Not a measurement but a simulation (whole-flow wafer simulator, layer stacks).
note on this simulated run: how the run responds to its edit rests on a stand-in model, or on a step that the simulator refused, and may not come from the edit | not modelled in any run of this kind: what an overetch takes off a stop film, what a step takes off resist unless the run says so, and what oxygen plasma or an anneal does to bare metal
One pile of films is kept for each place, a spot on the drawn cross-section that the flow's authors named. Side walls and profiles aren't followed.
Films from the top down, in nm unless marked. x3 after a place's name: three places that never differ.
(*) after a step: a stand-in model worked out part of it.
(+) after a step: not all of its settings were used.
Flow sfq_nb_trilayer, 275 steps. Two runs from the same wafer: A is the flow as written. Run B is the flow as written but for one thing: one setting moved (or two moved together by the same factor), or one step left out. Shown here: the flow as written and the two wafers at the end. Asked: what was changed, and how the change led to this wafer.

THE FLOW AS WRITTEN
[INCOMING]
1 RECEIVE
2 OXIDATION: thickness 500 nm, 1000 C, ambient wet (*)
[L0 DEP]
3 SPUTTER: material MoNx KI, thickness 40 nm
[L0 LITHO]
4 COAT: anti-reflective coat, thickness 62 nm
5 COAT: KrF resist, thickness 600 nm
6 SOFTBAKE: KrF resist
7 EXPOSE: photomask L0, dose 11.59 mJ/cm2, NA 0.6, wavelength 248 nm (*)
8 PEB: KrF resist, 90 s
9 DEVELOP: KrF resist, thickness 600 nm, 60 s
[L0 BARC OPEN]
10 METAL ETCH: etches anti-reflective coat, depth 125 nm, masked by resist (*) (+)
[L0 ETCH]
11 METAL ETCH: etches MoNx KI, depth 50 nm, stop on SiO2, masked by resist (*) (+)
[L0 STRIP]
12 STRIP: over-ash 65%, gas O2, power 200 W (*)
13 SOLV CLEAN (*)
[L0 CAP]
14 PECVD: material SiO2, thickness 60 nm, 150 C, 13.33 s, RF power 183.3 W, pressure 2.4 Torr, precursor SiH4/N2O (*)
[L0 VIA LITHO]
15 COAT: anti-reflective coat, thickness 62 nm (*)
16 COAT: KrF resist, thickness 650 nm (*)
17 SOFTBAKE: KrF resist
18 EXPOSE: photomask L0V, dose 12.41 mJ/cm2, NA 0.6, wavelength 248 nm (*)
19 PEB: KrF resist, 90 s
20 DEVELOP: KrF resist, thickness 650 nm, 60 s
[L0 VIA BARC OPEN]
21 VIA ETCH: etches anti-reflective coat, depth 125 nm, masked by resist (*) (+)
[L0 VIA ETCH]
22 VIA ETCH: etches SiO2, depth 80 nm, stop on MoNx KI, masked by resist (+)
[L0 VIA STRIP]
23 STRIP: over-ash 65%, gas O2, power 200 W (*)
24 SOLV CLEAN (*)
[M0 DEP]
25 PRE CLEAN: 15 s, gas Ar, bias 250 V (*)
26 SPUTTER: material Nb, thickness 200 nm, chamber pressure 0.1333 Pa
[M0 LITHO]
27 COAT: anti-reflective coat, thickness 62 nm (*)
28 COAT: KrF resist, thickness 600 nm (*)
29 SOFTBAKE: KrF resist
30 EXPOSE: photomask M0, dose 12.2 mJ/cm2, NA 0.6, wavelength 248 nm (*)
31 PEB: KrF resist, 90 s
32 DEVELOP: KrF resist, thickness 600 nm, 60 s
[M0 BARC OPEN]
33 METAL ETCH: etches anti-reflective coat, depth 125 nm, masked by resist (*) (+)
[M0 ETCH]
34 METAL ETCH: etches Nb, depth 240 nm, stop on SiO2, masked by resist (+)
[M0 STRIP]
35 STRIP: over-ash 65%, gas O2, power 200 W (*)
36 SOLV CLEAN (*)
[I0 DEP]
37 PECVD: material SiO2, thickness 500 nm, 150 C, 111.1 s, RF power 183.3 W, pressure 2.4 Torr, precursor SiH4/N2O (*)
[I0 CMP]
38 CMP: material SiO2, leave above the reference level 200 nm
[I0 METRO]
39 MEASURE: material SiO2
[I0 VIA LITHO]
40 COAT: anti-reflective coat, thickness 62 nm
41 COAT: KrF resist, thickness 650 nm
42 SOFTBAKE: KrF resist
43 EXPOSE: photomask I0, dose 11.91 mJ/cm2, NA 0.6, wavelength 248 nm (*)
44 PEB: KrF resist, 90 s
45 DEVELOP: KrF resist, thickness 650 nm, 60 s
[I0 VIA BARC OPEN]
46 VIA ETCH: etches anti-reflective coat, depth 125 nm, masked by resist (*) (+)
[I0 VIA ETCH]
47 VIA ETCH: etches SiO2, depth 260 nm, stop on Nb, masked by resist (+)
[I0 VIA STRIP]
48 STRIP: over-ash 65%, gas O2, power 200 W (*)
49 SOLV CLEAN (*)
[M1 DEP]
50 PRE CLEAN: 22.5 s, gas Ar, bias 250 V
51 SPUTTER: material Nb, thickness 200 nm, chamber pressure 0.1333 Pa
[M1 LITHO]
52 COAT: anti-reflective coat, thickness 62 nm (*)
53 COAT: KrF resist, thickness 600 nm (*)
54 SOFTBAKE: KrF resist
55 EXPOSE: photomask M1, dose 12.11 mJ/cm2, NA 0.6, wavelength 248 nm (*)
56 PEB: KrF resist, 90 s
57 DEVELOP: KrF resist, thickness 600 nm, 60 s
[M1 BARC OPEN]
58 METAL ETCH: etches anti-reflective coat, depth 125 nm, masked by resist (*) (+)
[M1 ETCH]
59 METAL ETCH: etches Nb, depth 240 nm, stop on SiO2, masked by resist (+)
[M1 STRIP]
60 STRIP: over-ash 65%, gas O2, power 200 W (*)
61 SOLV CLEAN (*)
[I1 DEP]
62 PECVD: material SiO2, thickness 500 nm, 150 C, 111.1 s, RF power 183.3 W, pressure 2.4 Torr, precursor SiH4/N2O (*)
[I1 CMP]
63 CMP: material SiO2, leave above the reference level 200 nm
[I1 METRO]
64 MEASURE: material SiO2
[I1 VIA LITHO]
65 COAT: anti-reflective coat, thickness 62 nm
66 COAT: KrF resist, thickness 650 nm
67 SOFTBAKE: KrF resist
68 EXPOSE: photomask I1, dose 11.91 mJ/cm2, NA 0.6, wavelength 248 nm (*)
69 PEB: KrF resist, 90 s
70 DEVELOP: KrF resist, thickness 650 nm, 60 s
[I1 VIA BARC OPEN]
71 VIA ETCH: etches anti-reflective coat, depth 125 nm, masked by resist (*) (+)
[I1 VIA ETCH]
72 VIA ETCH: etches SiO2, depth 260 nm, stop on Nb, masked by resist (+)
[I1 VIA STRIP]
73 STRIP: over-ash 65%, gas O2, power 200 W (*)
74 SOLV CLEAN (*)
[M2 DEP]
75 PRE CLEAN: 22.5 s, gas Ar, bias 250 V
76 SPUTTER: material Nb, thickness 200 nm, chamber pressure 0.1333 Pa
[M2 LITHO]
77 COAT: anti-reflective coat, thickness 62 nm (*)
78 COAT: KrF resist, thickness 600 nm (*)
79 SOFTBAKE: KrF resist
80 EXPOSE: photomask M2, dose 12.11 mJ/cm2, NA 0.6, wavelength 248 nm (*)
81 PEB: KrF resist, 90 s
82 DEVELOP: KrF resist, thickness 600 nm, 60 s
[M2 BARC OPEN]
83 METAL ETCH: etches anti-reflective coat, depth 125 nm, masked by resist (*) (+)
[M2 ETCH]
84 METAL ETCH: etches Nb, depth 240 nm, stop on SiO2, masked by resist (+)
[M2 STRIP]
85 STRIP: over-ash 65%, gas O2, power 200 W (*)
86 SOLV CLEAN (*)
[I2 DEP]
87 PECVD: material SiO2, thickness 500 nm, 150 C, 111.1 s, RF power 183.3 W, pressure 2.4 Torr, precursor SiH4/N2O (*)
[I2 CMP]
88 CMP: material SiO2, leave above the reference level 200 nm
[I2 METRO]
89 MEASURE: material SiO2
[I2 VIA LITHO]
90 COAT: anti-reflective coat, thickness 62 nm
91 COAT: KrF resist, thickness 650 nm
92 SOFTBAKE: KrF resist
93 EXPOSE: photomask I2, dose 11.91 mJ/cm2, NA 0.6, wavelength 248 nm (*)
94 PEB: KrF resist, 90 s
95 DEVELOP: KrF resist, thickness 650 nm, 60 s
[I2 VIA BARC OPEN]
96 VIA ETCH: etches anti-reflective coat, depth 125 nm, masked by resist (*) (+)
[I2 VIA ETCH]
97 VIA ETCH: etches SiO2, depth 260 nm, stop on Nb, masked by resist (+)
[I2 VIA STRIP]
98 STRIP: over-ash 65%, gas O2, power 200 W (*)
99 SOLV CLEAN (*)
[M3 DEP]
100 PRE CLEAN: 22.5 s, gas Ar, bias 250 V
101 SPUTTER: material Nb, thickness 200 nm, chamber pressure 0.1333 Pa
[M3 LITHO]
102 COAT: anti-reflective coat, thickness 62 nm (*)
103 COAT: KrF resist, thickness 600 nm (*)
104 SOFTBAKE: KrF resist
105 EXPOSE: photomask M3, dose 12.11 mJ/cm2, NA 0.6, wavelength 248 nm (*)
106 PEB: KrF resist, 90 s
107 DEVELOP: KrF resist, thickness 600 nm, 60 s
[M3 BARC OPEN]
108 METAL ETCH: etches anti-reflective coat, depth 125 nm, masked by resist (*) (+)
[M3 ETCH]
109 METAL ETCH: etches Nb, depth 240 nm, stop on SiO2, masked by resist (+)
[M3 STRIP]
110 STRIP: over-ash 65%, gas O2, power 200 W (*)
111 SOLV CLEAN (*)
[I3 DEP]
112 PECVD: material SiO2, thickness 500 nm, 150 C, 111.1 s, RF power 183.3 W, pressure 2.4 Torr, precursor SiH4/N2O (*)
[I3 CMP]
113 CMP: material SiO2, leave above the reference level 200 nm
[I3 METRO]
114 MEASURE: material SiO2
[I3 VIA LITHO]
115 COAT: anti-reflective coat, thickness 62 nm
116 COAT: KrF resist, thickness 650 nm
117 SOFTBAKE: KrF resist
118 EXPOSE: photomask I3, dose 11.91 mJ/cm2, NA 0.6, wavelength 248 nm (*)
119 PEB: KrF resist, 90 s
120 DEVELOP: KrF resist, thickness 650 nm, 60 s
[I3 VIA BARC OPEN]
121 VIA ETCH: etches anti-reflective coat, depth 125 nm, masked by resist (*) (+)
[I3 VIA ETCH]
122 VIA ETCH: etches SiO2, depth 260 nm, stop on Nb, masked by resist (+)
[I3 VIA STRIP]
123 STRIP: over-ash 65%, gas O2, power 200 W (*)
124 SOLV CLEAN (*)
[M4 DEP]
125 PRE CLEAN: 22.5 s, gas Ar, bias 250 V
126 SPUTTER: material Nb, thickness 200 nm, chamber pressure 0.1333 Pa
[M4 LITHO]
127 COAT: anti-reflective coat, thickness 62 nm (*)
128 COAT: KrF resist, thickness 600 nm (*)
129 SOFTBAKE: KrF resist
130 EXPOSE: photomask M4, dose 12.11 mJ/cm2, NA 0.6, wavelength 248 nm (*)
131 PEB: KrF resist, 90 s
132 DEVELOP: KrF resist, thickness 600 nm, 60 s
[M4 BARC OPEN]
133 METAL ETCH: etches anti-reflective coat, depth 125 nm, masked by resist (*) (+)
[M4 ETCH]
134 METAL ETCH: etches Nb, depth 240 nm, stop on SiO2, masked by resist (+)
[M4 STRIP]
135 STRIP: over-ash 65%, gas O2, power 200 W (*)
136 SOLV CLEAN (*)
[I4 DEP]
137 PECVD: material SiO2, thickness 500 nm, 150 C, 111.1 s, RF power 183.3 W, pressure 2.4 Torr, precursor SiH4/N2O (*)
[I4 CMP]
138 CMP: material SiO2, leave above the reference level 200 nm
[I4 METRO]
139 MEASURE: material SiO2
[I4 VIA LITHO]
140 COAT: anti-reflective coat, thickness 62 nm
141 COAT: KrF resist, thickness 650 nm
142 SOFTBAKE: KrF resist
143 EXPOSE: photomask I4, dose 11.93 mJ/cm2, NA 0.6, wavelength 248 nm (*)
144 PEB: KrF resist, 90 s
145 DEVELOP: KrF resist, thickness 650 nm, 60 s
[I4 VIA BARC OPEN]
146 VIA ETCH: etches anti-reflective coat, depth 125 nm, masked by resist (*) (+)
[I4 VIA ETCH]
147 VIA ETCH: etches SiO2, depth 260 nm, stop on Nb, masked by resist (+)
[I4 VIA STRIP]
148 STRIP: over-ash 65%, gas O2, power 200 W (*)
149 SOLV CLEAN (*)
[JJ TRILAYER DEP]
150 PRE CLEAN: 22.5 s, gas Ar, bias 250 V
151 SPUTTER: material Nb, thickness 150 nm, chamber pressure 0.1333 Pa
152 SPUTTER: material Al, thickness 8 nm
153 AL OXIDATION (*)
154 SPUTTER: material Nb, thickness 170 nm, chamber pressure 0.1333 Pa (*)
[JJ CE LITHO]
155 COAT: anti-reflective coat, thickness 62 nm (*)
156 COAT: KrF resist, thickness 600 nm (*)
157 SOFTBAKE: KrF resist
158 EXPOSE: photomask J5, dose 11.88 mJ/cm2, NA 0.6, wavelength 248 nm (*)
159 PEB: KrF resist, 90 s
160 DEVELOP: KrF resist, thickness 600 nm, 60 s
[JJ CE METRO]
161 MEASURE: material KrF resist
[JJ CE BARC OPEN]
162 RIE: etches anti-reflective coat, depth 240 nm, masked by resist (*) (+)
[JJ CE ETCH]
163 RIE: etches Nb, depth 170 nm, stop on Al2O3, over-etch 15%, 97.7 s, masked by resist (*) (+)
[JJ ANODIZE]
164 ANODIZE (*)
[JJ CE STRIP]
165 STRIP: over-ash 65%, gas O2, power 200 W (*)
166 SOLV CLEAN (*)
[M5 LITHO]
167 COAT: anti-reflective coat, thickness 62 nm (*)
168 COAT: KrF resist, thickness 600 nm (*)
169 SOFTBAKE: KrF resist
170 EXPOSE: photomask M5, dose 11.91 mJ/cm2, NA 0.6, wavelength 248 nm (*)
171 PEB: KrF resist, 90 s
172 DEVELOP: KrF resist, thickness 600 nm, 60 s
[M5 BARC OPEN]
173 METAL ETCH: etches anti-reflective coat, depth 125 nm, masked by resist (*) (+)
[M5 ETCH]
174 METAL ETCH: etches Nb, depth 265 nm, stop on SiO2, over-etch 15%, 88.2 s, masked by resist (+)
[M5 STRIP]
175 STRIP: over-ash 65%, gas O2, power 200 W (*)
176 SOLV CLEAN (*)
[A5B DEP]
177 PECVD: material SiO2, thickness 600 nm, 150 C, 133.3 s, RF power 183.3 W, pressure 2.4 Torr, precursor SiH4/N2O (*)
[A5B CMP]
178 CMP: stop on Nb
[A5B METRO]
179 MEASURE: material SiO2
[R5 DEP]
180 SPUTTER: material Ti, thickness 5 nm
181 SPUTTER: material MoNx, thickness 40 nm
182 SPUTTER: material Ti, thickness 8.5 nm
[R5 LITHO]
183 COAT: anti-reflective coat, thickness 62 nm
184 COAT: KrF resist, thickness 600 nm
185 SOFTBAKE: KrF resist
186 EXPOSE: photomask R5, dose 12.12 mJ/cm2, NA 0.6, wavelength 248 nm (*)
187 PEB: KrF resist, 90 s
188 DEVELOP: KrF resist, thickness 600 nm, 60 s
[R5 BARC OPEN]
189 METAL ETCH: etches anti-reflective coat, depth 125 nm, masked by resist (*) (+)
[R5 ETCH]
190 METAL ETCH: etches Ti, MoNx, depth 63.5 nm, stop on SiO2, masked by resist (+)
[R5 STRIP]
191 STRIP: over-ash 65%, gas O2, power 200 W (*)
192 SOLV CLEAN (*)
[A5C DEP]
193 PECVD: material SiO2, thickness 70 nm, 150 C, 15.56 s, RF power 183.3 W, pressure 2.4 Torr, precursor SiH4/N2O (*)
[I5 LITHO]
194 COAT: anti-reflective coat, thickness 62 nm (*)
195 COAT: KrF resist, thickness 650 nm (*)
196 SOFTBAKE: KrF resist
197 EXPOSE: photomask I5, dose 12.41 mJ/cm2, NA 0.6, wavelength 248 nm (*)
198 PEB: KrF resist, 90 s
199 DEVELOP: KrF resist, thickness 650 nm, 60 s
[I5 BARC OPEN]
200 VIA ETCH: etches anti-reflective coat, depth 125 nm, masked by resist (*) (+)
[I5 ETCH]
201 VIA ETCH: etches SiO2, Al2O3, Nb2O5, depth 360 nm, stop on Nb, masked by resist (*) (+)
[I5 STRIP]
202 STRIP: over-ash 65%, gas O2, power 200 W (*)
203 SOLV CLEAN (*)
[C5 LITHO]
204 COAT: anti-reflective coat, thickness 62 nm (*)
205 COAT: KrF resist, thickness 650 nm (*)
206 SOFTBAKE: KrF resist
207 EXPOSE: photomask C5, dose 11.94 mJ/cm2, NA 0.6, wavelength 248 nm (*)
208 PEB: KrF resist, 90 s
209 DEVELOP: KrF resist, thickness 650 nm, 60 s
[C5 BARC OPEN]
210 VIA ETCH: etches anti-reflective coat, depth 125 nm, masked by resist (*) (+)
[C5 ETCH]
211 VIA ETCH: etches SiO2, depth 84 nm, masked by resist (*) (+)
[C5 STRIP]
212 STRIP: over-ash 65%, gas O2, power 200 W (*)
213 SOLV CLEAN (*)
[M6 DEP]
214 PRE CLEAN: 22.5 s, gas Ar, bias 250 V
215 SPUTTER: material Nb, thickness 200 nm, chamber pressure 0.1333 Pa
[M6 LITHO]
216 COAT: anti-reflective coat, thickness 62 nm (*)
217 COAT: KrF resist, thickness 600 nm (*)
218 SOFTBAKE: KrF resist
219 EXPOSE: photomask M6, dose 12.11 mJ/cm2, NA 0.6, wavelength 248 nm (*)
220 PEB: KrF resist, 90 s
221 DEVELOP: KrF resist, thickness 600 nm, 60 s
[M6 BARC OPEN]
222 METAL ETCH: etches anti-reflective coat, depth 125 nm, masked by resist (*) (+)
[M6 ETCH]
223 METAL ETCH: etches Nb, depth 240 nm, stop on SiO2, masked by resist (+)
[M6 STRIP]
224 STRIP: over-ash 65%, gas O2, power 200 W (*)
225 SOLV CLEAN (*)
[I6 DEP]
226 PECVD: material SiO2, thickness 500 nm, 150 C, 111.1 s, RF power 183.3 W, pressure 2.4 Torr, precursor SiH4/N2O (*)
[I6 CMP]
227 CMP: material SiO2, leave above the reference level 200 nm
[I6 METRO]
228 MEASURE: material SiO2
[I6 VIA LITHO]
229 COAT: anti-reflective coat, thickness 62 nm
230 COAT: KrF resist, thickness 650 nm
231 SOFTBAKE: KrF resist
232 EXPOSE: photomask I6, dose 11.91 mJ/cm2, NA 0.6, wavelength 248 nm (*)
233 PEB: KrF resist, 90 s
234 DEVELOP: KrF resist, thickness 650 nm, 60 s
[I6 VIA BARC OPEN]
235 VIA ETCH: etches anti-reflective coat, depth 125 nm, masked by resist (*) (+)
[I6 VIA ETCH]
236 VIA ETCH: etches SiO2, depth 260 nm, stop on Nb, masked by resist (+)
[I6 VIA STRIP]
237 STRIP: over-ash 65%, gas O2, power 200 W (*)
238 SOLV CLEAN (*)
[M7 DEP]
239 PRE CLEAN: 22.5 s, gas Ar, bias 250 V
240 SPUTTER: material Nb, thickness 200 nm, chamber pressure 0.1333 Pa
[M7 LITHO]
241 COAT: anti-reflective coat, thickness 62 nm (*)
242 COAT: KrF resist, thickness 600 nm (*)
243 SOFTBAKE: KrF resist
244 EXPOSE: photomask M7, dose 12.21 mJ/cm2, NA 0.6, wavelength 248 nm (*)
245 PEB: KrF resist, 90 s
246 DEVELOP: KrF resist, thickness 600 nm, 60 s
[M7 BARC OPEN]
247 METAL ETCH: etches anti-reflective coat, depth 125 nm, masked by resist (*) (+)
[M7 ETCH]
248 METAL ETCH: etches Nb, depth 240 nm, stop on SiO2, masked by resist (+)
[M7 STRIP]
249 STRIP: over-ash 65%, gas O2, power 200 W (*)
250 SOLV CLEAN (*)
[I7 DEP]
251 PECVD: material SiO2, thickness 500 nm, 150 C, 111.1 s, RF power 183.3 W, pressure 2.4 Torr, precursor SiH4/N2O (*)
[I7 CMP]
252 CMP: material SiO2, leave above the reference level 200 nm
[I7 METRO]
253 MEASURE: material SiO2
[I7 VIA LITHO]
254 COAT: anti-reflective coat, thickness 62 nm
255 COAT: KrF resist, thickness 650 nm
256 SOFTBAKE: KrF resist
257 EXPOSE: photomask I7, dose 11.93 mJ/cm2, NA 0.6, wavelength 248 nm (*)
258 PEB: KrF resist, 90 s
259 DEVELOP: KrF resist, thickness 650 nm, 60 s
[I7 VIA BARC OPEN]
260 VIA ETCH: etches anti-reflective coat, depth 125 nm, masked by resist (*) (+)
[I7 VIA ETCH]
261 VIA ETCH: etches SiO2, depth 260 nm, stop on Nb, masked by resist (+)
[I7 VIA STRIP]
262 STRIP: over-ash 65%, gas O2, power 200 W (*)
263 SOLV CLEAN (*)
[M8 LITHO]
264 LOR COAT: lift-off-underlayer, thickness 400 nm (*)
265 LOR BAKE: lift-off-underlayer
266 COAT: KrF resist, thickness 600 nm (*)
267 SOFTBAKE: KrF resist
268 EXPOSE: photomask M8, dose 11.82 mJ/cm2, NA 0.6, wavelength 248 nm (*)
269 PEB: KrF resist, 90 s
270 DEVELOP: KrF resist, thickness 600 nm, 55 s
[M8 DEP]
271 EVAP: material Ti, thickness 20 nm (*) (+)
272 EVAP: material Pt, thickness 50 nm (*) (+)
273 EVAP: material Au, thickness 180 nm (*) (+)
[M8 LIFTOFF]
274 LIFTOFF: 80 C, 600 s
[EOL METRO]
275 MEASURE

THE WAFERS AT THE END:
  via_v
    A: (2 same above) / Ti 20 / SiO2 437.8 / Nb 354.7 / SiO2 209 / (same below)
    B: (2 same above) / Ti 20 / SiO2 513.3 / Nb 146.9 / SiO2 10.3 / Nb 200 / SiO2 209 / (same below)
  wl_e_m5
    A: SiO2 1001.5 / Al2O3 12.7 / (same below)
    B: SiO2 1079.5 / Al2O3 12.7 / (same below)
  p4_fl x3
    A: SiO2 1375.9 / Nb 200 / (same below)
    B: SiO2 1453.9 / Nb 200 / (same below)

The cause: step 227, CMP: leave above the reference level 278 nm was run, where the flow has leave above the reference level 200 nm.

How the change led to this, step by step:
  227 CMP: material SiO2, leave above the reference level 200 nm
      field_l, p4_fl x3, p4_w1 x9 and 49 more: A SiO2 -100 | B SiO2 -22
      v_sur, via_wl, via_w and 15 more: A SiO2 -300 | B SiO2 -222
      (and at 26 more places)
  236 VIA ETCH: etches SiO2, depth 260 nm, stop on Nb, masked by resist (+)
      via_v: A SiO2 -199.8 (all of it) | B SiO2 -260
  239 PRE CLEAN: 22.5 s, gas Ar, bias 250 V
      via_v: A Nb -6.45 | B SiO2 -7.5
  240 SPUTTER: material Nb, thickness 200 nm, chamber pressure 0.1333 Pa
      via_v: A Nb +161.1 | B Nb +146.9 (new film)
  241 COAT: anti-reflective coat, thickness 62 nm (*)
      via_sp: A anti-reflective coat +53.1 (new film) | B anti-reflective coat +50 (new film)
      via_v: A anti-reflective coat +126 (new film) | B anti-reflective coat +129.5 (new film)
      (and at 1 more place)
  242 COAT: KrF resist, thickness 600 nm (*)
      via_v: A KrF resist +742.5 (new film) | B KrF resist +801.5 (new film)
  249 STRIP: over-ash 65%, gas O2, power 200 W (*)
      via_sp: A KrF resist -373.6 (all of it), anti-reflective coat -53.1 (all of it) | B KrF resist -369.5 (all of it), anti-reflective coat -50 (all of it)
      via_v: A KrF resist -524.5 (all of it), anti-reflective coat -126 (all of it) | B KrF resist -583.4 (all of it), anti-reflective coat -129.5 (all of it)
      (and at 1 more place)
  251 PECVD: material SiO2, thickness 500 nm, 150 C, 111.1 s, RF power 183.3 W, pressure 2.4 Torr, precursor SiH4/N2O (*)
      via_v: A SiO2 +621 (new film) | B SiO2 +670.3 (new film)
  252 CMP: material SiO2, leave above the reference level 200 nm
      via_v: A SiO2 -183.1 | B SiO2 -157.1
Counting metal films that touch as one body, via_v has 7 bodies (between them, from the top down: SiO2 513.3; SiO2 10.3; SiO2 209 / Al2O3 12.7 / Nb2O5 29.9; SiO2 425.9; SiO2 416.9; SiO2 192.5); the flow as written gives 6 bodies (between them, from the top down: SiO2 437.8; SiO2 209 / Al2O3 12.7 / Nb2O5 29.9; SiO2 425.9; SiO2 416.9; SiO2 192.5).
